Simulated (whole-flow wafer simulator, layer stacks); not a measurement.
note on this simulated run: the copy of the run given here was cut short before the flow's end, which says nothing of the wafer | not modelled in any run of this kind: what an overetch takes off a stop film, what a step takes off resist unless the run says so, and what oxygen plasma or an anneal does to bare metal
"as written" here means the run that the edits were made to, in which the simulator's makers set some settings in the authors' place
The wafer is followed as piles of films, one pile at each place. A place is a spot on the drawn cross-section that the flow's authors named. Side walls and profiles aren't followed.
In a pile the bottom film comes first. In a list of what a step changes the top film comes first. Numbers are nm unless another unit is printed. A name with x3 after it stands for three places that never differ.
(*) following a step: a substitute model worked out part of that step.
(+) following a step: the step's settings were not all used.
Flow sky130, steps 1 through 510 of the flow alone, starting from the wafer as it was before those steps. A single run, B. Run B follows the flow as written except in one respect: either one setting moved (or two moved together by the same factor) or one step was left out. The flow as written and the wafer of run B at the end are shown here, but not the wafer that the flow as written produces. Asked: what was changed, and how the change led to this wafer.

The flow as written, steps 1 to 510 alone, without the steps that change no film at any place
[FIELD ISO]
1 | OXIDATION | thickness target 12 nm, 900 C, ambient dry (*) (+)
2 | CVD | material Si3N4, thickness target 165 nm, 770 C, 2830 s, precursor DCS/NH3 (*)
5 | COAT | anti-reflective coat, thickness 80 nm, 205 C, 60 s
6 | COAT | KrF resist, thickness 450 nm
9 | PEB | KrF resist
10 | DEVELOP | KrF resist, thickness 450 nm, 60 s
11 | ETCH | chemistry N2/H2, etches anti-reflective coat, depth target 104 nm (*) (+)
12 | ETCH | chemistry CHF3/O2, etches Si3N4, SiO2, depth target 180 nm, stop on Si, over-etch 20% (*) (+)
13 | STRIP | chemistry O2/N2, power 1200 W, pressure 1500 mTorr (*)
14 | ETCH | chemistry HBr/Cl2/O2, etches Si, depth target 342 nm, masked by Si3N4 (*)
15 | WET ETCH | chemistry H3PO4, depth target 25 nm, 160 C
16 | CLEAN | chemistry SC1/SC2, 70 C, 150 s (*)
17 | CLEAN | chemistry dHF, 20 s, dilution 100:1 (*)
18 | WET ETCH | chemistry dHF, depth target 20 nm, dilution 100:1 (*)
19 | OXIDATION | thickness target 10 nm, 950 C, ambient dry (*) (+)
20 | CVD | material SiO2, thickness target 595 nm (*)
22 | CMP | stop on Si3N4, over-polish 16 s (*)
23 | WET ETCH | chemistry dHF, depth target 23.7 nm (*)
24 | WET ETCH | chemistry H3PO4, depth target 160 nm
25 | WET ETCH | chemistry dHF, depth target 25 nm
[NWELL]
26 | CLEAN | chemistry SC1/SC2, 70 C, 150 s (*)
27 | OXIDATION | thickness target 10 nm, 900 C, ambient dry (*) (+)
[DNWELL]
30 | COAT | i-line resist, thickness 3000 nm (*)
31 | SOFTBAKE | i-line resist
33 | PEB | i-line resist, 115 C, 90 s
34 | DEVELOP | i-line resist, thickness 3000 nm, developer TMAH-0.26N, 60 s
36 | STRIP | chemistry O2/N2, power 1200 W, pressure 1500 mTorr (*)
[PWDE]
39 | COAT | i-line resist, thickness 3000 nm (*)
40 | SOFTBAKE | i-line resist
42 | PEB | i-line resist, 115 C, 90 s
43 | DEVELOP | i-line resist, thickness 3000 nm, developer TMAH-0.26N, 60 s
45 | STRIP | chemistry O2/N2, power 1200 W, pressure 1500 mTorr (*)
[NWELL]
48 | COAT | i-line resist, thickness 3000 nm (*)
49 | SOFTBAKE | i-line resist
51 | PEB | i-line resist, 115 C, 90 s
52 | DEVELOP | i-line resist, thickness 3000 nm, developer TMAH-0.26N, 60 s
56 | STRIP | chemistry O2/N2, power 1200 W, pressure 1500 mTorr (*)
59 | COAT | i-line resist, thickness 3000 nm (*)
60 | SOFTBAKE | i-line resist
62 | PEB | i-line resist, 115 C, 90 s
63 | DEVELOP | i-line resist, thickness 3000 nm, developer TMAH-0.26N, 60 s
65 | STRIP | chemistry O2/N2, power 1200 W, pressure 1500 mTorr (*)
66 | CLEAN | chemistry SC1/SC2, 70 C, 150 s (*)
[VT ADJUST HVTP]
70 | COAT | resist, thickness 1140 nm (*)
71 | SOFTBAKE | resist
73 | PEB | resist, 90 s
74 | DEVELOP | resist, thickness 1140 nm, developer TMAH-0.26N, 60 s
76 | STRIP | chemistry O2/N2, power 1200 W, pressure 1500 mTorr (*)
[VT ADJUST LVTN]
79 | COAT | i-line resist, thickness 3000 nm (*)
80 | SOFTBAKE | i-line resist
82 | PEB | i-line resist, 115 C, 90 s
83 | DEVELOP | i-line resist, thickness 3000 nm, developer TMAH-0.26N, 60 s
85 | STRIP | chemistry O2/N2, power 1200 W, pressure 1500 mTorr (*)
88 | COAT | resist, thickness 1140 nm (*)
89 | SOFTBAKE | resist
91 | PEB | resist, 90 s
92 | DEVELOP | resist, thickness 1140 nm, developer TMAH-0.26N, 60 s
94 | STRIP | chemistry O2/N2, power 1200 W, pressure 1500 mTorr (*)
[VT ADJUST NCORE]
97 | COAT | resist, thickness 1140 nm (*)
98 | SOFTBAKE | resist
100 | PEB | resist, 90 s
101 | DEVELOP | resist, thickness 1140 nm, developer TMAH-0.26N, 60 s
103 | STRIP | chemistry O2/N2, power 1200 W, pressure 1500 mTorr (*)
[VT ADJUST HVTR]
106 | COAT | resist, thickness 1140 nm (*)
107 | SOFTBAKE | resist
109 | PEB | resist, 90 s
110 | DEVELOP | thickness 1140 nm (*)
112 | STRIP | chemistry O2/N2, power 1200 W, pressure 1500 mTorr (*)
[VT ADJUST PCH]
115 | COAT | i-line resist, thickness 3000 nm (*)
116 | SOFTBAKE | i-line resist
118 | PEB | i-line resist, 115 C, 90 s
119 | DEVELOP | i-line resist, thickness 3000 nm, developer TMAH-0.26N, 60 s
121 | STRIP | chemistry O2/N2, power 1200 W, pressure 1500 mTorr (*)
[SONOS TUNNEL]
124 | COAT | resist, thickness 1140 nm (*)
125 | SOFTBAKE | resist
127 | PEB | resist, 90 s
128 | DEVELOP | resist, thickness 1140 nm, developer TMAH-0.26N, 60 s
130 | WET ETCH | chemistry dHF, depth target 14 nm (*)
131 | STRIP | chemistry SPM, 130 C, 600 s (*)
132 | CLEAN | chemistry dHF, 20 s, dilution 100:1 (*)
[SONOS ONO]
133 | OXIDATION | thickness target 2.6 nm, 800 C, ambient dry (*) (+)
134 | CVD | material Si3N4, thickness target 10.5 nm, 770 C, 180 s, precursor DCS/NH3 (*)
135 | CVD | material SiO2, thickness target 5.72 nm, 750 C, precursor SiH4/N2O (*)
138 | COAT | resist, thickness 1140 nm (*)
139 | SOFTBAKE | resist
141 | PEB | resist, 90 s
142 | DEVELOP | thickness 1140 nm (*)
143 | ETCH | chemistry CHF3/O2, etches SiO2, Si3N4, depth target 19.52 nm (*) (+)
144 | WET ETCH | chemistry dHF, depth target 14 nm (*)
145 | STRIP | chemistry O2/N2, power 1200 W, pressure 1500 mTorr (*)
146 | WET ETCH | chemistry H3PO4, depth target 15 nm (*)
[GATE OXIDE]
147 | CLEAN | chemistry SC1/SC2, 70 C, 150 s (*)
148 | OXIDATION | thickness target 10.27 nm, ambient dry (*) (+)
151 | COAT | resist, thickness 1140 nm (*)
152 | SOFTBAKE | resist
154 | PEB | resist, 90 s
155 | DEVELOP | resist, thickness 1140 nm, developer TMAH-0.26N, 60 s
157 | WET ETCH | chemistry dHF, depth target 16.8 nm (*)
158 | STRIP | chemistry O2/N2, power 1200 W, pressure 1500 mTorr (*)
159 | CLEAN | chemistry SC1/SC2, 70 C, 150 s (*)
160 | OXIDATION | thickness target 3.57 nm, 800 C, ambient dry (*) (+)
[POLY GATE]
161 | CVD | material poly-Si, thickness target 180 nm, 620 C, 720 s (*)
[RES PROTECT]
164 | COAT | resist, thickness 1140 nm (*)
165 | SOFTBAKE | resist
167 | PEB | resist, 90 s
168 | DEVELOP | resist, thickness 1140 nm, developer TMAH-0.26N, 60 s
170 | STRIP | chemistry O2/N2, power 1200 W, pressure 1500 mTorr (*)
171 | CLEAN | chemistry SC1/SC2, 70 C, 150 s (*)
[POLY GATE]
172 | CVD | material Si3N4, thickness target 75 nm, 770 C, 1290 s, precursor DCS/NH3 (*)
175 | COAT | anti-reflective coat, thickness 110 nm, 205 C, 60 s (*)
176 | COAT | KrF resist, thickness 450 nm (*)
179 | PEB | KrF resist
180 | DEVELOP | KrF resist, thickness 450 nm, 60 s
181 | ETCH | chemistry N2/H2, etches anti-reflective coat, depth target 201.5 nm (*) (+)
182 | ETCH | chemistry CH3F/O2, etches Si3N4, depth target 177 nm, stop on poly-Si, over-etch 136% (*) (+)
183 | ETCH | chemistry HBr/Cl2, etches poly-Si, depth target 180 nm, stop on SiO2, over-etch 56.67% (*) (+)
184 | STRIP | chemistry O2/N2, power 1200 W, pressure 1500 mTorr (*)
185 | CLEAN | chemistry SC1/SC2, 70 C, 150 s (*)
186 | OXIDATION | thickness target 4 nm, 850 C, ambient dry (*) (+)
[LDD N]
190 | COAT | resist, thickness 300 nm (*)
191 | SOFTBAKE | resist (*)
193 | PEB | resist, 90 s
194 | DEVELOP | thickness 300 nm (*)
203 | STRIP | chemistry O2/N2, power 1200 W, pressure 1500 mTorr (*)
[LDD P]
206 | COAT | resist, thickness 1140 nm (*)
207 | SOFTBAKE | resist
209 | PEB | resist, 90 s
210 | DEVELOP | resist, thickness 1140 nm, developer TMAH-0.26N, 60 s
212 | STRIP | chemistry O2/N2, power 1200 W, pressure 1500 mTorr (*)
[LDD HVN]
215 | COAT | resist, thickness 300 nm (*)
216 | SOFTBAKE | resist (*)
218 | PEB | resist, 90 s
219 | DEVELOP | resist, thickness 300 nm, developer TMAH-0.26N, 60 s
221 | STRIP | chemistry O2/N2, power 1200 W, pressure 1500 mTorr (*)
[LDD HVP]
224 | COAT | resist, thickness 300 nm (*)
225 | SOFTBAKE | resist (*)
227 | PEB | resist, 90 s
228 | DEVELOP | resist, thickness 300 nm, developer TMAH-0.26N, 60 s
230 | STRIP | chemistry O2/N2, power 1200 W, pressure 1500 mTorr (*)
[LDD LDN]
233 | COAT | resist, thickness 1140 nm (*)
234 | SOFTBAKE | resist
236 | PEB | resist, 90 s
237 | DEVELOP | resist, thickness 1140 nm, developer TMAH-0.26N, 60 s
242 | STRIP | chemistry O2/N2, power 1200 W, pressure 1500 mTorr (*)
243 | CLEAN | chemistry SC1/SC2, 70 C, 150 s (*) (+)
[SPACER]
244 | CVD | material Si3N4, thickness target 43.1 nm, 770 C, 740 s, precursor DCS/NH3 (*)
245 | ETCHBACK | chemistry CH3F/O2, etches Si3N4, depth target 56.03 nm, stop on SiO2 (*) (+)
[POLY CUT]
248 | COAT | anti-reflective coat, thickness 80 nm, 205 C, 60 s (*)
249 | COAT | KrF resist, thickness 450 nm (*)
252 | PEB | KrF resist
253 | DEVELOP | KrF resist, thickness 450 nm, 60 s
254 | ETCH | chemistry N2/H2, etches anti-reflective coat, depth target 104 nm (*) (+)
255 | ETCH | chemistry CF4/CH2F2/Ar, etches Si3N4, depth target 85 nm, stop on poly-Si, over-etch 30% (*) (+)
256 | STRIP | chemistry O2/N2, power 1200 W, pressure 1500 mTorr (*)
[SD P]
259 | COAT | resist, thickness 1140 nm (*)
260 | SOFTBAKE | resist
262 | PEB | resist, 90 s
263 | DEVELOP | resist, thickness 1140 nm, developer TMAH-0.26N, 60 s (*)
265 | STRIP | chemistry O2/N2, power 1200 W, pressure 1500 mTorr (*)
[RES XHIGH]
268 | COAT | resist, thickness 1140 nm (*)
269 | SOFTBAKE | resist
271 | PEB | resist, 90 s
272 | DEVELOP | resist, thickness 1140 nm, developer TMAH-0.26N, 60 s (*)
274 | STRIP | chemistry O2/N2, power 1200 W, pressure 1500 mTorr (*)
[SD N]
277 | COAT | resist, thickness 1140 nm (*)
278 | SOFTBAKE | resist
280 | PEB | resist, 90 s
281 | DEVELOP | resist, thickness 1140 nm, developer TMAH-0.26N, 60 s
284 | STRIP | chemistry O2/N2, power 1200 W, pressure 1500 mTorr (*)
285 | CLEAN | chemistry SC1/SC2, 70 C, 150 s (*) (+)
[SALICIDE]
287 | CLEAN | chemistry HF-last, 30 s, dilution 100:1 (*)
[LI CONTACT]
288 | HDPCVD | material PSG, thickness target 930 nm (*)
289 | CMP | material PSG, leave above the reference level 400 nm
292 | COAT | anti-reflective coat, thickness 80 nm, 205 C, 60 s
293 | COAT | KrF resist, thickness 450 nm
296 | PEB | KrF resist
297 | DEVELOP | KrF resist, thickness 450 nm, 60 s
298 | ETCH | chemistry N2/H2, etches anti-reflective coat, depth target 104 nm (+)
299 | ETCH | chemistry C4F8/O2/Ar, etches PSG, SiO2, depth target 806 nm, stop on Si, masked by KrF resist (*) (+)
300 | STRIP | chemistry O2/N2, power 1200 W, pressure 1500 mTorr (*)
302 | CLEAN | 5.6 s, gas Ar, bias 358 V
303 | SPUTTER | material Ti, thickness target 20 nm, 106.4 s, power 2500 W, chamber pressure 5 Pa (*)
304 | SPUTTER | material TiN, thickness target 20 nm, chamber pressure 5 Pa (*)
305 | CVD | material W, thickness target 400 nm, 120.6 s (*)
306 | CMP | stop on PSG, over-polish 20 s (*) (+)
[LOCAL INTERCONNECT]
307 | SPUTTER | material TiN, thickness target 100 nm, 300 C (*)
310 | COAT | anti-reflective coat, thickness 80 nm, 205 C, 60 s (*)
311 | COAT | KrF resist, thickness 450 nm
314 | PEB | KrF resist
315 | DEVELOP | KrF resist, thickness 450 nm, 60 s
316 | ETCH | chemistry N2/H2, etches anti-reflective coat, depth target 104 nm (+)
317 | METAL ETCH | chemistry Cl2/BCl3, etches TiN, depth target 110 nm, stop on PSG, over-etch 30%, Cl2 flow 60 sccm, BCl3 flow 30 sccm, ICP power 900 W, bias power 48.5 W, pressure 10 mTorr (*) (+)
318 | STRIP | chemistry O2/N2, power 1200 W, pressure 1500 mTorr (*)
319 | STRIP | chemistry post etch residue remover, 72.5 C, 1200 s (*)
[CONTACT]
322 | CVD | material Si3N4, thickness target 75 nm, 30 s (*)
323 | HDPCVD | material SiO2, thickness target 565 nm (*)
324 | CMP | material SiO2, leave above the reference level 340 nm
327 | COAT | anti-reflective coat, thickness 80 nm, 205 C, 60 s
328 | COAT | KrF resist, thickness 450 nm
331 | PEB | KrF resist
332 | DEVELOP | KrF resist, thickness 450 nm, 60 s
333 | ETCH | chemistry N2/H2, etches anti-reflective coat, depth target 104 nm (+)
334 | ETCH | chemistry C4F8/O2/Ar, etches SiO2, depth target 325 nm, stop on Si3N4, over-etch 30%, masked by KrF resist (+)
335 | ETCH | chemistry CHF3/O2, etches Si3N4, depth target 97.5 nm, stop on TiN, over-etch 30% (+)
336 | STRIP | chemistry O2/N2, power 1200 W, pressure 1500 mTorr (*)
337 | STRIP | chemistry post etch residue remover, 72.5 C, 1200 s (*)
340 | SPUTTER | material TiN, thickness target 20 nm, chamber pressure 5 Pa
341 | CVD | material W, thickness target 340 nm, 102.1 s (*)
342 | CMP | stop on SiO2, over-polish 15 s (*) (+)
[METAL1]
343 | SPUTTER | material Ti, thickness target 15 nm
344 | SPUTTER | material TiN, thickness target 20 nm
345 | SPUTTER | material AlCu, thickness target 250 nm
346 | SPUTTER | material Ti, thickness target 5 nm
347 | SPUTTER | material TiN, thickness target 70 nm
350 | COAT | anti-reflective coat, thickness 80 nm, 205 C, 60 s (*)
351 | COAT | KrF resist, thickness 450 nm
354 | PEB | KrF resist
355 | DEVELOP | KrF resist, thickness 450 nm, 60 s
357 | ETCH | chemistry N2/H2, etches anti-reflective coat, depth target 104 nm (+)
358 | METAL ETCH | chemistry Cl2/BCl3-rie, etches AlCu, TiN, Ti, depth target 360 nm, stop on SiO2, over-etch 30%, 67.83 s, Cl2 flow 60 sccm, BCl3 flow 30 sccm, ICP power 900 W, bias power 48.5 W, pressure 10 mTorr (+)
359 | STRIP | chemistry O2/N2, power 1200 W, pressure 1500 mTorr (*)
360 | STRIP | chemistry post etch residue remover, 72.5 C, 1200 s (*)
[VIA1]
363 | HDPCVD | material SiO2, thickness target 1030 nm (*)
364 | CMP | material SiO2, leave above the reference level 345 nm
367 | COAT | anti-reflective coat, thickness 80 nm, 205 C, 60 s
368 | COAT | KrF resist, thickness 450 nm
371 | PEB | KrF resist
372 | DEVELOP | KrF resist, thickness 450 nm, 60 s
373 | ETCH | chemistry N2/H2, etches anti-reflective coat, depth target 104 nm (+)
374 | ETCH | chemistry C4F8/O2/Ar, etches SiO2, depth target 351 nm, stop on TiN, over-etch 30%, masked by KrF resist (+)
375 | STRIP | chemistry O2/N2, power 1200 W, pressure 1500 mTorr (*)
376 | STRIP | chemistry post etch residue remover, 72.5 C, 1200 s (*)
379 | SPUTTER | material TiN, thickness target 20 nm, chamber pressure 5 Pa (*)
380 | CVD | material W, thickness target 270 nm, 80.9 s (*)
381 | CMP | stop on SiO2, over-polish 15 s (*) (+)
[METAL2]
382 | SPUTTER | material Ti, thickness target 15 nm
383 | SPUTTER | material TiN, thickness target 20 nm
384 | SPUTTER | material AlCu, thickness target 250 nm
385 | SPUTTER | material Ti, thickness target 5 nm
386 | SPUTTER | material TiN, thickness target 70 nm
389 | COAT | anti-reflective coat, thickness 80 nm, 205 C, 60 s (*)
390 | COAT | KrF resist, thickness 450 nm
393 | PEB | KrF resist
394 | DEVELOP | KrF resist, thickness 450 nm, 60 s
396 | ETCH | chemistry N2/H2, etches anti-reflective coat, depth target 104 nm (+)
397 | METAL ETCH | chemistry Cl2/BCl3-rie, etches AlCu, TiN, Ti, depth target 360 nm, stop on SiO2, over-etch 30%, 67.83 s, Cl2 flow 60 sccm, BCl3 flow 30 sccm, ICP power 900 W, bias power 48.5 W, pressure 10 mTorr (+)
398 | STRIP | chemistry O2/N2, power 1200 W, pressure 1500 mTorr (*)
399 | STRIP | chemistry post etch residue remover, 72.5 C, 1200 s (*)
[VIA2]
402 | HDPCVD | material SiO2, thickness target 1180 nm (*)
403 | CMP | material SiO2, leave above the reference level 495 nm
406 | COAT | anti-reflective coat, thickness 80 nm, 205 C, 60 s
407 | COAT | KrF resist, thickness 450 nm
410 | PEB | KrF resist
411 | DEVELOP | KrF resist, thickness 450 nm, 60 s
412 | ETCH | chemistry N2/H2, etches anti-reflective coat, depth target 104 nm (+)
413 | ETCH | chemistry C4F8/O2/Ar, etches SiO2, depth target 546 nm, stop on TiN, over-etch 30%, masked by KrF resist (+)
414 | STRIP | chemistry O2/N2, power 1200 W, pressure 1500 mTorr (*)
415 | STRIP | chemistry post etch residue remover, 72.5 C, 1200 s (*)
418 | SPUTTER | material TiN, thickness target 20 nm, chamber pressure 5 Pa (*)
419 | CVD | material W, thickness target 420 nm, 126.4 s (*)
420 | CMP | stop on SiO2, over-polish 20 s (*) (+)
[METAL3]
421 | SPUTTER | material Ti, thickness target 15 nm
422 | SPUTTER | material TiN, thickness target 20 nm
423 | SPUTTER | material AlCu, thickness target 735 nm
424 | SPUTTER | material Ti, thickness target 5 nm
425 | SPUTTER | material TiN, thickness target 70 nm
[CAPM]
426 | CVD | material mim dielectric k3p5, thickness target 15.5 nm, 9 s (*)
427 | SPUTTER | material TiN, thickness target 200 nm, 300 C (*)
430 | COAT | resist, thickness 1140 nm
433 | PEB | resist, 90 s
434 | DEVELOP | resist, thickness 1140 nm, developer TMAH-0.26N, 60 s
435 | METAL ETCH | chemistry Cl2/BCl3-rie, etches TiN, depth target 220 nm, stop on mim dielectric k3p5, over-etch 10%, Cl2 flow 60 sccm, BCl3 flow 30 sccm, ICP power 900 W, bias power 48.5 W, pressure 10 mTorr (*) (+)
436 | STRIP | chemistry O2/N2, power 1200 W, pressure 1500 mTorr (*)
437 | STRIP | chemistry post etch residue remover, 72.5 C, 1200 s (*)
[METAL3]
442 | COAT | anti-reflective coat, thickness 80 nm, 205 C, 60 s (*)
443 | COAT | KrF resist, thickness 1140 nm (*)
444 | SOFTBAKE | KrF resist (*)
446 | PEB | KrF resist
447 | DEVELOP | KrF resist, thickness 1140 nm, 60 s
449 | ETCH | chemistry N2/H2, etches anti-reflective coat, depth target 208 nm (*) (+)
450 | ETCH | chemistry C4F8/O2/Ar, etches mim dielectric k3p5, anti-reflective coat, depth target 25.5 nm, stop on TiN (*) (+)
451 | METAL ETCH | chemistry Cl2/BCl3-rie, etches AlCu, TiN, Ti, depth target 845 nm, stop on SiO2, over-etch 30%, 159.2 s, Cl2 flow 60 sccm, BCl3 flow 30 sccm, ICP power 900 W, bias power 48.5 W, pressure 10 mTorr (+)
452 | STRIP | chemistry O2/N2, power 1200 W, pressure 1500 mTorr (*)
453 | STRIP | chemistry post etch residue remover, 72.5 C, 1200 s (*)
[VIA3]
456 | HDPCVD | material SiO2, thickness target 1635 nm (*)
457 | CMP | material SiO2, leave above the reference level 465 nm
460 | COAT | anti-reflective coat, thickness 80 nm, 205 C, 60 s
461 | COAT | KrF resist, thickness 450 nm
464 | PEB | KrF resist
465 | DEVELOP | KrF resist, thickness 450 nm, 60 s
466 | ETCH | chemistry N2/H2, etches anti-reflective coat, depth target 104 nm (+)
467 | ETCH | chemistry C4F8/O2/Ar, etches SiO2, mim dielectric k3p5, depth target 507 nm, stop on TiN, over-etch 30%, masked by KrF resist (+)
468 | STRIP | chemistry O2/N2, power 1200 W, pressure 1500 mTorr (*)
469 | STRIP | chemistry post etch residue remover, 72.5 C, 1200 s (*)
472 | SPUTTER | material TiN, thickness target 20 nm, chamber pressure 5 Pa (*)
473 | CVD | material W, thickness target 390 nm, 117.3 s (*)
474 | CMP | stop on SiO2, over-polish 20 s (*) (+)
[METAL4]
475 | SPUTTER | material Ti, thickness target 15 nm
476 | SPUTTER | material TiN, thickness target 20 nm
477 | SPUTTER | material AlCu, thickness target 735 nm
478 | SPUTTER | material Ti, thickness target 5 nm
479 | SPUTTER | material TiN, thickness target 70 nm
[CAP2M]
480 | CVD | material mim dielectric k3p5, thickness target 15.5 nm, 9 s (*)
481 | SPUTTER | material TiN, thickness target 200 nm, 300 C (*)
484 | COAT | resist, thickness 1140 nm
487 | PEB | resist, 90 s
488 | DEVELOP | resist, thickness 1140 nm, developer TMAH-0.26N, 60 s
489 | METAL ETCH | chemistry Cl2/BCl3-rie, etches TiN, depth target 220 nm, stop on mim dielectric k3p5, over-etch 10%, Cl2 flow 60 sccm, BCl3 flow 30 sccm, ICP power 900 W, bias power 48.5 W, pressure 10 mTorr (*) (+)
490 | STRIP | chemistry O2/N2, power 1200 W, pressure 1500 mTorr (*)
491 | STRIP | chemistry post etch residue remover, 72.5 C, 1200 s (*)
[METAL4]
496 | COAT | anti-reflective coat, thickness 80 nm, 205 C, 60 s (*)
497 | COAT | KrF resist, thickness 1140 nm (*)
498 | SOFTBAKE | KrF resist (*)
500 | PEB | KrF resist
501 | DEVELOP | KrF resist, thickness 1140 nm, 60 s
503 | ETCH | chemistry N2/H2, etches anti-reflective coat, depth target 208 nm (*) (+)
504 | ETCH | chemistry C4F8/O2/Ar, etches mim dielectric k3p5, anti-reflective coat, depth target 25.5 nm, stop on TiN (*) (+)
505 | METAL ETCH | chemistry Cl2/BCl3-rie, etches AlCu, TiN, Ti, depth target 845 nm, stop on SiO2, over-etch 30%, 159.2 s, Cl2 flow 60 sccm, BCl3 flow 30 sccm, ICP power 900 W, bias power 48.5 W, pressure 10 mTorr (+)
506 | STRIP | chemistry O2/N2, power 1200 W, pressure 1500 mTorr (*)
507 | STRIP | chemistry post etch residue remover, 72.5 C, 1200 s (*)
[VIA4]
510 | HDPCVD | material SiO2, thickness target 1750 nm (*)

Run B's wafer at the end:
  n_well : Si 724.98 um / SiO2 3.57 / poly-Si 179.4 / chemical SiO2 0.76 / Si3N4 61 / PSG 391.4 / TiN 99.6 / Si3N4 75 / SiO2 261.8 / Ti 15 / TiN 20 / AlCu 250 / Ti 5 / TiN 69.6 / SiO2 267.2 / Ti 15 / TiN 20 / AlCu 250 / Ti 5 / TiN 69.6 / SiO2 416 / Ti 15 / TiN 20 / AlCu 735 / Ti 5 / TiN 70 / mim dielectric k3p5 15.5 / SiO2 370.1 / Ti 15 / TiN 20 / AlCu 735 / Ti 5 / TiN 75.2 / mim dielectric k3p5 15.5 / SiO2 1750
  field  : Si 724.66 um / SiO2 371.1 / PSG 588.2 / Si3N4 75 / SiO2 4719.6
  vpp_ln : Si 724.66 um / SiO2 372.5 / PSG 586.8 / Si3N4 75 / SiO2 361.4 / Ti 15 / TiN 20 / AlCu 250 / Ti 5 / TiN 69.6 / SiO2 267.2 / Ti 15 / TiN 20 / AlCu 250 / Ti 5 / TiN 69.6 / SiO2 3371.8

Cause: step 479, SPUTTER: thickness target 75.2 nm was run, though the flow has thickness target 70 nm.
One can read it off the wafer: n_well has TiN 75.2, and step 479 as written asks for 70 nm.

How this came from the change, step by step:
  479 | SPUTTER | material TiN, thickness target 70 nm
      field, active, n_well and 189 more: +75.2 TiN (new film) (in the flow as written it would be: +70 TiN (new film))
  505 | METAL ETCH | chemistry Cl2/BCl3-rie, etches AlCu, TiN, Ti, depth target 845 nm, stop on SiO2, over-etch 30%, 159.2 s, Cl2 flow 60 sccm, BCl3 flow 30 sccm, ICP power 900 W, bias power 48.5 W, pressure 10 mTorr (+)
      field, active, gate and 70 more: -75.2 TiN (all of it), -5 Ti (all of it), -735 AlCu (all of it), -20 TiN (all of it), -15 Ti (all of it), -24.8 SiO2 (in the flow as written it would be: -70 TiN (all of it), -5 Ti (all of it), -735 AlCu (all of it), -20 TiN (all of it), -15 Ti (all of it), -25.4 SiO2)
      vpp_iso1, mim_edge_plate, m1_ln and 12 more: -75.2 TiN (all of it), -5 Ti (all of it), -735 AlCu (all of it), -20 TiN (all of it), -15 Ti (all of it), -24.8 SiO2 (in the flow as written it would be: -70 TiN (all of it), -5 Ti (all of it), -735 AlCu (all of it), -20 TiN (all of it), -15 Ti (all of it), -25.3 SiO2)
